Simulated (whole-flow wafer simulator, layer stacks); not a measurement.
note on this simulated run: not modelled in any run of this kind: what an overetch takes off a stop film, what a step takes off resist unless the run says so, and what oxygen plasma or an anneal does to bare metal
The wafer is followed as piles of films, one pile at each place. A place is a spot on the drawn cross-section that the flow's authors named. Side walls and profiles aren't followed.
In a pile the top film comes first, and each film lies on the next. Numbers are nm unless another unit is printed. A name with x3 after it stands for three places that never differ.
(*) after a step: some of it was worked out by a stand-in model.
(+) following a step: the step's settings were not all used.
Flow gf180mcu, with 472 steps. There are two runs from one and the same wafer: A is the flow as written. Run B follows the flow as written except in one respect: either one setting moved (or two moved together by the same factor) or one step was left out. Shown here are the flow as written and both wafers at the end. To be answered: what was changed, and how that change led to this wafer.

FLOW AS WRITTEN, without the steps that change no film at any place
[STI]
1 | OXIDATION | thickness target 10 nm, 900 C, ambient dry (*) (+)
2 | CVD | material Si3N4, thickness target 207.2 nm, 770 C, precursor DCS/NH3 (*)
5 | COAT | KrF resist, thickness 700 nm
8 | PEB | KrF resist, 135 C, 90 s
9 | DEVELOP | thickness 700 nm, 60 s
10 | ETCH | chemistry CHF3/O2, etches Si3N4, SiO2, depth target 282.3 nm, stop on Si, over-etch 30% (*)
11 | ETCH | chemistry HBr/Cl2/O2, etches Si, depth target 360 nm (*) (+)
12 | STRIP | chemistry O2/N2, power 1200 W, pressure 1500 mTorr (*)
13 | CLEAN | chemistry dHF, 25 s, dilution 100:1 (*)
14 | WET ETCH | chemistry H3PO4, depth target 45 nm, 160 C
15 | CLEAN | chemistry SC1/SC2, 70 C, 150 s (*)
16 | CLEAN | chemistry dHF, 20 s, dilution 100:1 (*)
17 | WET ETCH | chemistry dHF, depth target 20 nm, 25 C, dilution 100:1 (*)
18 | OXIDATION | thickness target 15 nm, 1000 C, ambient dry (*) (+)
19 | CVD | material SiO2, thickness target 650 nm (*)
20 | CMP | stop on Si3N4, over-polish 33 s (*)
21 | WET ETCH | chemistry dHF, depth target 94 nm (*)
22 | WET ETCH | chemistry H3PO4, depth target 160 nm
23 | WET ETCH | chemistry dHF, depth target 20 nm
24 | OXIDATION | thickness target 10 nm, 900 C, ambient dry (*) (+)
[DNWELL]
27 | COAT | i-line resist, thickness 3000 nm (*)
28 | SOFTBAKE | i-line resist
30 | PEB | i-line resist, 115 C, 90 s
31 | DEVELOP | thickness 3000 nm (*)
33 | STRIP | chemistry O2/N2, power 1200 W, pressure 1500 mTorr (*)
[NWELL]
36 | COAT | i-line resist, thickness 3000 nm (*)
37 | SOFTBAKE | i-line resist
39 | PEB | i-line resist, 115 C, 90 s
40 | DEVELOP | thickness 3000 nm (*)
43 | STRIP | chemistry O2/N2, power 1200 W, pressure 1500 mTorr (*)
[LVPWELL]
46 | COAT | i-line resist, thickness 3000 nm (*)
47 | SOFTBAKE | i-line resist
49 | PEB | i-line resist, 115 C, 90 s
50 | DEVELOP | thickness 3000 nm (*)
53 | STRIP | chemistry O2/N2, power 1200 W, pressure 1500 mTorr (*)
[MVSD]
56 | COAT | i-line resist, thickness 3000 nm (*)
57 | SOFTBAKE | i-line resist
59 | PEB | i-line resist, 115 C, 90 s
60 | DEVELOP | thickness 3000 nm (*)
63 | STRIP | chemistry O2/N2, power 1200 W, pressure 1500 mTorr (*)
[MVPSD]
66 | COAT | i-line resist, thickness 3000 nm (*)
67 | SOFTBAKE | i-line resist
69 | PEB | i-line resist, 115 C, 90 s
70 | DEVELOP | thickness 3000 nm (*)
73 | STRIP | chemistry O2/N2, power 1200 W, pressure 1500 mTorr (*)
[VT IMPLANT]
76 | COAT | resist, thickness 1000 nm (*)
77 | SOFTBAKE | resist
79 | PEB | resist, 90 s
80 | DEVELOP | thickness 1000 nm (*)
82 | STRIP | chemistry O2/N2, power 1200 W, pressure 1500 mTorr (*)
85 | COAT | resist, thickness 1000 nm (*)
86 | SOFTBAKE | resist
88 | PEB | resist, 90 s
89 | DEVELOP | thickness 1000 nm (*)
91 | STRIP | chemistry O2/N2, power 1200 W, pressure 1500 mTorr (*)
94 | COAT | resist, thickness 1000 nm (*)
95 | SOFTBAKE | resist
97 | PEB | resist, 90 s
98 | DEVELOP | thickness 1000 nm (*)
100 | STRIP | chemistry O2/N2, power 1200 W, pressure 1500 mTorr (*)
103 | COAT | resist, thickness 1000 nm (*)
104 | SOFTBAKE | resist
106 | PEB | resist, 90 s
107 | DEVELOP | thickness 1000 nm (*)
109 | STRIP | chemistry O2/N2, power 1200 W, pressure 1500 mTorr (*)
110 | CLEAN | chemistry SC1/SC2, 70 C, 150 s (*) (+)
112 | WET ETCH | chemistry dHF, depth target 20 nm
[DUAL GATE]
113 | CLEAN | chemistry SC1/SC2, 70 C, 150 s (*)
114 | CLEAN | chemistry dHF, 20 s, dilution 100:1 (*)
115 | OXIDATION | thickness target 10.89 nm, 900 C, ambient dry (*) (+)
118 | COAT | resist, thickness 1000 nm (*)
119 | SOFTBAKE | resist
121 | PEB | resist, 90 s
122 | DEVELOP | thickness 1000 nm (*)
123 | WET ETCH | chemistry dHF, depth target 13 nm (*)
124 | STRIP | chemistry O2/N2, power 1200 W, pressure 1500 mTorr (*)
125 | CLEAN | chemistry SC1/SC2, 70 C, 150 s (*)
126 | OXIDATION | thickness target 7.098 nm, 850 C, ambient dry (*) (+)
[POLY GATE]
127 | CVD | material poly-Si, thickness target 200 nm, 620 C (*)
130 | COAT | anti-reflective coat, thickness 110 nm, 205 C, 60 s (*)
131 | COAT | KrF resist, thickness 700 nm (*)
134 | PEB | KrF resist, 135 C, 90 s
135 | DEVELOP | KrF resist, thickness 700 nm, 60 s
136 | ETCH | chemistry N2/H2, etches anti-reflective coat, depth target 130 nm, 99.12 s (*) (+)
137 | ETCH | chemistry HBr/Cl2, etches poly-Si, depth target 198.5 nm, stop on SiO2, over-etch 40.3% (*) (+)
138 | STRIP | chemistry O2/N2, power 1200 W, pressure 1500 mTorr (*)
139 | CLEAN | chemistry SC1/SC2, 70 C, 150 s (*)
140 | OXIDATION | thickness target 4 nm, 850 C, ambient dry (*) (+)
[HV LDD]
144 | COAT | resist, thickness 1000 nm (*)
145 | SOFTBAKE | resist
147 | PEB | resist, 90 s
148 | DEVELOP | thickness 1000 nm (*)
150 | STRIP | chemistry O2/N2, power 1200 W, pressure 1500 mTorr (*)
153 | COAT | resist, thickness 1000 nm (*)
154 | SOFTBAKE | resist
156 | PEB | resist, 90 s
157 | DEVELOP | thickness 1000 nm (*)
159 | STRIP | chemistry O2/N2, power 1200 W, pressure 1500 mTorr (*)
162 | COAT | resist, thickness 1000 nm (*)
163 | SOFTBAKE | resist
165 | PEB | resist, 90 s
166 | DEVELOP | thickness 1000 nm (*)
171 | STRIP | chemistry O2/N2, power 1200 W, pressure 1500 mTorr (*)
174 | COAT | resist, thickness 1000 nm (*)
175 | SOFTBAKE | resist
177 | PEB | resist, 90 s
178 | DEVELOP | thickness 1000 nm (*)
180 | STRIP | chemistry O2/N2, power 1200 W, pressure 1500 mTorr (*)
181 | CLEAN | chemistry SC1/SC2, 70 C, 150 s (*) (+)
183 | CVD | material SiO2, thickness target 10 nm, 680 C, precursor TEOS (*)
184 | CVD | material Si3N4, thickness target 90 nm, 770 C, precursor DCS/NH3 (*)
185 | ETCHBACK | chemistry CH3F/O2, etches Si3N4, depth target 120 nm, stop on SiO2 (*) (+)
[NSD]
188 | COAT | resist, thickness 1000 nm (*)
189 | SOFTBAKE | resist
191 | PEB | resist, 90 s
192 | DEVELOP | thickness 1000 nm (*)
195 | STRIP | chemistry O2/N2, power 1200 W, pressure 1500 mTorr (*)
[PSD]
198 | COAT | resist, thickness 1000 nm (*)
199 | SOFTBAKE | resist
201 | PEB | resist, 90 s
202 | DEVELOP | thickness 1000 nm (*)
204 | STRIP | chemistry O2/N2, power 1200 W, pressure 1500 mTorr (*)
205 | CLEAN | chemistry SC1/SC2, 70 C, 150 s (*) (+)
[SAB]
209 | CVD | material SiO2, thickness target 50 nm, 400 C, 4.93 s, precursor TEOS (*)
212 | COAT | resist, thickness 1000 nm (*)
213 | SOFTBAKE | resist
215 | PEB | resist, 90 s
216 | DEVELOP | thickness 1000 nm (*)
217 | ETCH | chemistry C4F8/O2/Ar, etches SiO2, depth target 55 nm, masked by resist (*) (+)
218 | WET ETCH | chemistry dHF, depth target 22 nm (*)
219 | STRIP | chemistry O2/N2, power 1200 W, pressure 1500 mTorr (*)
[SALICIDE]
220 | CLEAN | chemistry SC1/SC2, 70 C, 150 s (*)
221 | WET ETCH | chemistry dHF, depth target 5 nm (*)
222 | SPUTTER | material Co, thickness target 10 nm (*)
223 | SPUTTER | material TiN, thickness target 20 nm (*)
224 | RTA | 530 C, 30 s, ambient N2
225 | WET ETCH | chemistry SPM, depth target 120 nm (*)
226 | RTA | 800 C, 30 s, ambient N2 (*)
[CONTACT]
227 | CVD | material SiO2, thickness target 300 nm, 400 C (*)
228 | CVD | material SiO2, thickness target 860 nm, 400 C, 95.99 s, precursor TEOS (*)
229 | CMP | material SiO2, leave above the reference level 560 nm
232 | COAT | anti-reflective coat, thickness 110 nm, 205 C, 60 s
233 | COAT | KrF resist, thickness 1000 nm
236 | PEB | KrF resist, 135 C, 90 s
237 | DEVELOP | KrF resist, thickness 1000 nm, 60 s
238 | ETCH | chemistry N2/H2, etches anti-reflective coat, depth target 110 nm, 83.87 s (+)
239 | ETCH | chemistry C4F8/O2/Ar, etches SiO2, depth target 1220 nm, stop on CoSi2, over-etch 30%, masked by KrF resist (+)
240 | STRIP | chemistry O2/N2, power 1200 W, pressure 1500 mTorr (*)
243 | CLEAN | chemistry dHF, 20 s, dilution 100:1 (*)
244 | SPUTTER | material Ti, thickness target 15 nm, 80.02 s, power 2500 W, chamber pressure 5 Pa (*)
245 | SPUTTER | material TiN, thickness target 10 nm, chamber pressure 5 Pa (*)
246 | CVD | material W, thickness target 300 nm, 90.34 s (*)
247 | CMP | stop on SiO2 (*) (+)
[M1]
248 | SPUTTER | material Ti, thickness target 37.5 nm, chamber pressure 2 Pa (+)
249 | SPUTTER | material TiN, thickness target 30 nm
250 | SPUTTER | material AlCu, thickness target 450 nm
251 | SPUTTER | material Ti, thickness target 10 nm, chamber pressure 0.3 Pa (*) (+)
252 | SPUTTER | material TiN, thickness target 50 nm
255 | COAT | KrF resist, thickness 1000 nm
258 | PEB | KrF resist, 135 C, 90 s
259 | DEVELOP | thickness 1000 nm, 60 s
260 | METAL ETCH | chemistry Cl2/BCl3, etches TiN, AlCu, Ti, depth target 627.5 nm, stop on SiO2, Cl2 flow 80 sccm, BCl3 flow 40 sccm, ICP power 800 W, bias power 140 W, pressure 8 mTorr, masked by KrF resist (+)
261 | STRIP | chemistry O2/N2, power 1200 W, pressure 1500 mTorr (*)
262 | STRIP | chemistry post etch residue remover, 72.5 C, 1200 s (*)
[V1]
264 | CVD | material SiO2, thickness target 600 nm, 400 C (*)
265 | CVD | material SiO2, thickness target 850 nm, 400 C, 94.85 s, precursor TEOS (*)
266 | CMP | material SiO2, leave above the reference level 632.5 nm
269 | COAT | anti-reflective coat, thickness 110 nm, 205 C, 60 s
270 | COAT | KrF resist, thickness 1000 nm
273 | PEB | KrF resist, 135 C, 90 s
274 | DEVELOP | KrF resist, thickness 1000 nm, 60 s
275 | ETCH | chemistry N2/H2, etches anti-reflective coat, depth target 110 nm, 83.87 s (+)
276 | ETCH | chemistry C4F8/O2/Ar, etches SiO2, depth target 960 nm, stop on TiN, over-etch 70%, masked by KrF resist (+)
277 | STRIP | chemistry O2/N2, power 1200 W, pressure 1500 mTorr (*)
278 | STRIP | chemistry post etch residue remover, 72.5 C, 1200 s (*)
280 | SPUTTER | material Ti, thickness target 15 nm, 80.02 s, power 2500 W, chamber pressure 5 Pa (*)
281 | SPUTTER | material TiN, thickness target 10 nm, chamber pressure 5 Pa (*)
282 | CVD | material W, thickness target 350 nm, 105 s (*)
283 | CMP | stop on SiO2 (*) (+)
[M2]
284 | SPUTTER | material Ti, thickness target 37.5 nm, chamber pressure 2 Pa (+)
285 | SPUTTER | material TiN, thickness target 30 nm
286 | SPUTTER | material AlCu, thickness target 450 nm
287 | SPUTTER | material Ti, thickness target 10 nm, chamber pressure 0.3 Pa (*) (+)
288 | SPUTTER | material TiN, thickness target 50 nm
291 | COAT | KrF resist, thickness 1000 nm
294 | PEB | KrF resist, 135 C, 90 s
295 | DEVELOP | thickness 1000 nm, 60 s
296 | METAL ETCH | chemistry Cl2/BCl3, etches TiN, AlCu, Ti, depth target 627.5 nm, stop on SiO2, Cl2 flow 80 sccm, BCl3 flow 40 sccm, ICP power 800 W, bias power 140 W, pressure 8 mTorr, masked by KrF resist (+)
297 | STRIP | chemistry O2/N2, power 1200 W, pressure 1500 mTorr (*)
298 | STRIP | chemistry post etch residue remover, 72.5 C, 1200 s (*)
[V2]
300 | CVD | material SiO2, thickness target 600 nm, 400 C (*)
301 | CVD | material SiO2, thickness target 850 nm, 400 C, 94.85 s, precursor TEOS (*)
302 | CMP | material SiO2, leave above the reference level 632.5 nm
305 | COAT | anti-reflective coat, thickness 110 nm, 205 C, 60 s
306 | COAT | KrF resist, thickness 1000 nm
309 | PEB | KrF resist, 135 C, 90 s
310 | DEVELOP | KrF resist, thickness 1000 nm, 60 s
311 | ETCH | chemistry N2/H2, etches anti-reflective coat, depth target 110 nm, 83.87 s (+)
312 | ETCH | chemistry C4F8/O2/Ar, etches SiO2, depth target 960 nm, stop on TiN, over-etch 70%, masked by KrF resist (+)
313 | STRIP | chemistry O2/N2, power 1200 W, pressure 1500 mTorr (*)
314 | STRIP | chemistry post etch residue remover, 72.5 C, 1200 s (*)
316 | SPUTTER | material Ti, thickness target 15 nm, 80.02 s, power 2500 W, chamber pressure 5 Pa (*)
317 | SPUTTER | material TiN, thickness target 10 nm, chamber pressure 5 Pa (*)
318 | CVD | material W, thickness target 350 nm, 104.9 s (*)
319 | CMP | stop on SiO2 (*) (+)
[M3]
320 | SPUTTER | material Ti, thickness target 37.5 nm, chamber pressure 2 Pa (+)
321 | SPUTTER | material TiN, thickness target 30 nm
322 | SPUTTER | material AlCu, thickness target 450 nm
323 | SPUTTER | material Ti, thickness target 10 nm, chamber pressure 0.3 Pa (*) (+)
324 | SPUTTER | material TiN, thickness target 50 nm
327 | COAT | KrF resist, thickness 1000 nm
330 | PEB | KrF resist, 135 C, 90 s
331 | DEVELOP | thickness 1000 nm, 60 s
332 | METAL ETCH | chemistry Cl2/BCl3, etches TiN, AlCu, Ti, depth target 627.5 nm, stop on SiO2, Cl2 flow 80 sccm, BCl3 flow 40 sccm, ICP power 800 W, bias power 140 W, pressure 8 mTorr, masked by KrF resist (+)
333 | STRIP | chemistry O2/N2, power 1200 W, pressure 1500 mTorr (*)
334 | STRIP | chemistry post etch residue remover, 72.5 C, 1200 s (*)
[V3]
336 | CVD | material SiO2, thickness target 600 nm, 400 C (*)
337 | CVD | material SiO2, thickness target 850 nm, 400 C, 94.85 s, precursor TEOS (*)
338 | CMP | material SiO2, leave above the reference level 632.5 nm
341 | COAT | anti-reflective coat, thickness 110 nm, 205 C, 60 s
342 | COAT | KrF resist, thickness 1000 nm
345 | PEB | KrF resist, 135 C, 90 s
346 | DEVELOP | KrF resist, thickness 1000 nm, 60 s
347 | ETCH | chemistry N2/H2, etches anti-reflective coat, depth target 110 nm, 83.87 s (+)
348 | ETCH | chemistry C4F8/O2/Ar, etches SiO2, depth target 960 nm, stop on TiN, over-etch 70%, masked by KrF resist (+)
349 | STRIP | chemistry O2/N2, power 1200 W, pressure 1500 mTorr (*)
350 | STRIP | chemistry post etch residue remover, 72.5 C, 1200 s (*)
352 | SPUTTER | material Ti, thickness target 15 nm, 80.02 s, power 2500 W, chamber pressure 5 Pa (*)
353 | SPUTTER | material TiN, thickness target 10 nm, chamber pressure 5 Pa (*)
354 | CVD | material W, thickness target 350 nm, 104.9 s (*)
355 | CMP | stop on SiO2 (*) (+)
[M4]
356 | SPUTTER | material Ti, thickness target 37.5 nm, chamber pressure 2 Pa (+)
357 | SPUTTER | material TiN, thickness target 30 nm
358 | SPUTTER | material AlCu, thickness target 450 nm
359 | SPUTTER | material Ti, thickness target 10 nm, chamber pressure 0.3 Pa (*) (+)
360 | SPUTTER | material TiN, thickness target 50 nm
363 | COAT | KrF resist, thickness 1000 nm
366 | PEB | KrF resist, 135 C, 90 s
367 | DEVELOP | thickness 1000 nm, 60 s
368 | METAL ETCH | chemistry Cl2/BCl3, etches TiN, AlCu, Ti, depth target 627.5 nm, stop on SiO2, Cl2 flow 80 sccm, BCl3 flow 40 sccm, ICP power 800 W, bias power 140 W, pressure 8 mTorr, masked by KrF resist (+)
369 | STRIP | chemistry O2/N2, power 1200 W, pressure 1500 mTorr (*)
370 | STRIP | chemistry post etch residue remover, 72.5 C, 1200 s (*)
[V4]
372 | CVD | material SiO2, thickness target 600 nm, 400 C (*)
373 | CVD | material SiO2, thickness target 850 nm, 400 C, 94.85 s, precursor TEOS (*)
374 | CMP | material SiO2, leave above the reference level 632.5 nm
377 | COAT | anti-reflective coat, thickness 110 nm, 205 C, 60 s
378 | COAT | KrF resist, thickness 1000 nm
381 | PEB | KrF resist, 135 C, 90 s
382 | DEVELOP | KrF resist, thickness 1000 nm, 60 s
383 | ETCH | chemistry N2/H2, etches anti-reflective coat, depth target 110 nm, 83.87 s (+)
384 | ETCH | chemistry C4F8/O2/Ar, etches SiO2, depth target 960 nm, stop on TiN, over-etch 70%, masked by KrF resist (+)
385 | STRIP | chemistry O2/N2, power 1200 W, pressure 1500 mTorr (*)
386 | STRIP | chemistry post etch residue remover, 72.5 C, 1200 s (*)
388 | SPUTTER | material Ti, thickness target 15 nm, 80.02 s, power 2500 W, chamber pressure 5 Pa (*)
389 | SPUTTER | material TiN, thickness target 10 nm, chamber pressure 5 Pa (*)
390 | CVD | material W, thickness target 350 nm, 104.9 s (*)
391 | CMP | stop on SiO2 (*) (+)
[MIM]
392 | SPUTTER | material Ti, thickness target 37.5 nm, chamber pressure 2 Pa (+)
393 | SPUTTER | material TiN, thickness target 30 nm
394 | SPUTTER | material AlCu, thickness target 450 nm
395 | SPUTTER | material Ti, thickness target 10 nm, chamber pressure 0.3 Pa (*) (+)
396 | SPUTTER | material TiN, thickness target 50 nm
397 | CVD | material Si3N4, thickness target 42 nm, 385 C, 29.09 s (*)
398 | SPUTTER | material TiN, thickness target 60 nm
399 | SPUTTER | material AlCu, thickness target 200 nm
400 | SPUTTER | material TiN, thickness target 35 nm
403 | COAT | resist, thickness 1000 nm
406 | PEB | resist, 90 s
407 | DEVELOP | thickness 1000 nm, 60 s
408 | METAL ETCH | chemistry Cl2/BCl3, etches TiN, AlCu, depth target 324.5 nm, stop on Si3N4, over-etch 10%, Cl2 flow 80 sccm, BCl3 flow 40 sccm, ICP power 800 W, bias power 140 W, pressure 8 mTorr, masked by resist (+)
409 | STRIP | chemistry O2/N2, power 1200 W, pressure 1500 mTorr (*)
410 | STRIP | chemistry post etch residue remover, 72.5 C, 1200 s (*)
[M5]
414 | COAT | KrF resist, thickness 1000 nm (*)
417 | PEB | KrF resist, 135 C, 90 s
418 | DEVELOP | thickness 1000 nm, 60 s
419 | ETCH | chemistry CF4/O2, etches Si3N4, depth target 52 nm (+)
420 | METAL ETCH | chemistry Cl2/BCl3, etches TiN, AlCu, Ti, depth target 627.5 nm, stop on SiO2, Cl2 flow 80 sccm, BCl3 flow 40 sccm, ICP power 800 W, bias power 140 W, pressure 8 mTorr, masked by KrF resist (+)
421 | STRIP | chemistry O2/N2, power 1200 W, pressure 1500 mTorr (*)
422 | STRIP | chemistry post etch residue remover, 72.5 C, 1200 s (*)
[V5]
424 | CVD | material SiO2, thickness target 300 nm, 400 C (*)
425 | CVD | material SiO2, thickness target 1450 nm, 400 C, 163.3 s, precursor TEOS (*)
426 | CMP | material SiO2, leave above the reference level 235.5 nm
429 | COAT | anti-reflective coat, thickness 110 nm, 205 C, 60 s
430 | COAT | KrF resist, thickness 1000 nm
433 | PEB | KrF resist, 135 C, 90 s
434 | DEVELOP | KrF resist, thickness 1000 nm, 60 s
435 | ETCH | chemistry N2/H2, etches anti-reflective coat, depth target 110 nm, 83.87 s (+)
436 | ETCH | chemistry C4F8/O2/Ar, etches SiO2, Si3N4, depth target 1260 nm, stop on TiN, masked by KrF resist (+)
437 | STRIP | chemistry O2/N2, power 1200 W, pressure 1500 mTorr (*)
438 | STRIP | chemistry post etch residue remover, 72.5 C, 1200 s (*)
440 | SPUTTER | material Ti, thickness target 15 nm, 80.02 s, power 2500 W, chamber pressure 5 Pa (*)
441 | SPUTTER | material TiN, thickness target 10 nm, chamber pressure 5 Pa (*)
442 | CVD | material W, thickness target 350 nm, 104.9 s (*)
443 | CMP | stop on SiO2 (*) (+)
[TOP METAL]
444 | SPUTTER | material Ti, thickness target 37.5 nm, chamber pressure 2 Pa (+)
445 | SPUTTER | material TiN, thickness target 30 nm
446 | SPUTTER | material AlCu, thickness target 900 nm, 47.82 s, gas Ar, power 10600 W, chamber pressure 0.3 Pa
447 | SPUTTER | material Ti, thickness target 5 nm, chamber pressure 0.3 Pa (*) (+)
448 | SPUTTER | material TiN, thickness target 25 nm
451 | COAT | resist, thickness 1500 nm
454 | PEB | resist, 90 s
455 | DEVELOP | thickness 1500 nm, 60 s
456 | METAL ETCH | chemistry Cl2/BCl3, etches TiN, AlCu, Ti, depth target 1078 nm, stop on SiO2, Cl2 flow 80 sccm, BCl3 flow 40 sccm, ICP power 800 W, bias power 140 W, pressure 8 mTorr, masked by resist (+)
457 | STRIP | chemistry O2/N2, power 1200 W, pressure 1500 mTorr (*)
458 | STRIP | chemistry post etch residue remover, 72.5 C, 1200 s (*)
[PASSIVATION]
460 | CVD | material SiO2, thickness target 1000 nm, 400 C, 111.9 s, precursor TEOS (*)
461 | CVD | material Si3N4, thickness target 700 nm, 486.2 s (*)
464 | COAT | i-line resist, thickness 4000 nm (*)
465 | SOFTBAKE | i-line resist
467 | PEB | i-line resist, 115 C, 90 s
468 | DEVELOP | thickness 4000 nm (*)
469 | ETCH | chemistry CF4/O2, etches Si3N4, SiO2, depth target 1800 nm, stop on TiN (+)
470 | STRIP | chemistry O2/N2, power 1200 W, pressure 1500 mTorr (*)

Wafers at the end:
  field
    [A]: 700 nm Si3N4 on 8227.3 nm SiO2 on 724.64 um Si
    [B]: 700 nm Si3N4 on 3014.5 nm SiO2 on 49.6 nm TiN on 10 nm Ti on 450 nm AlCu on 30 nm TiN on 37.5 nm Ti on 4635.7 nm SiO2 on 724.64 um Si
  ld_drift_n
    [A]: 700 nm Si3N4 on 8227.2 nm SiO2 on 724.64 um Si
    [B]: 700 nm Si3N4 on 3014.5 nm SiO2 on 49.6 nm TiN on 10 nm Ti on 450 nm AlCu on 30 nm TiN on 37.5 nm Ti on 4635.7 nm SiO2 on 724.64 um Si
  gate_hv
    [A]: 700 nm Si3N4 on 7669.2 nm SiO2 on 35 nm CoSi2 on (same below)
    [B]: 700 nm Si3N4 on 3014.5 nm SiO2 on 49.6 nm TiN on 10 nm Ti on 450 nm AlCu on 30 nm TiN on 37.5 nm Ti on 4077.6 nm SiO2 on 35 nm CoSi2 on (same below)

What caused this: step 368, METAL ETCH: chemistry Cl2/BCl3, etches TiN, AlCu, Ti, depth target 627.5 nm, stop on SiO2, Cl2 flow 80 sccm, BCl3 flow 40 sccm, ICP power 800 W, bias power 140 W, pressure 8 mTorr, masked by KrF resist (+), was skipped.

Step by step, how the change led to this:
  369 | STRIP | chemistry O2/N2, power 1200 W, pressure 1500 mTorr (*)
      field__w8, contact, m1, m1__w1, m1_nw: A KrF resist loses 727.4 (all of it) | B KrF resist loses 978.4 (all of it)
  372 | CVD | material SiO2, thickness target 600 nm, 400 C (*)
      field, field__w1, field__w2 and 103 more: A SiO2 gains 600 | B SiO2 gains 600 (new film)
  374 | CMP | material SiO2, leave above the reference level 632.5 nm
      field, field__w1, field__w2 and 103 more: A SiO2 loses 300 | B SiO2 loses 877.1
Taking metal films that touch as one body, field has 1 body; the flow as written gives 0 bodies.
Taking metal films that touch as one body, ld_drift_n has 1 body; the flow as written gives 0 bodies.
Taking metal films that touch as one body, gate_hv has 2 bodies (between them, from the top down: SiO2 4077.6); the flow as written gives 1 body.
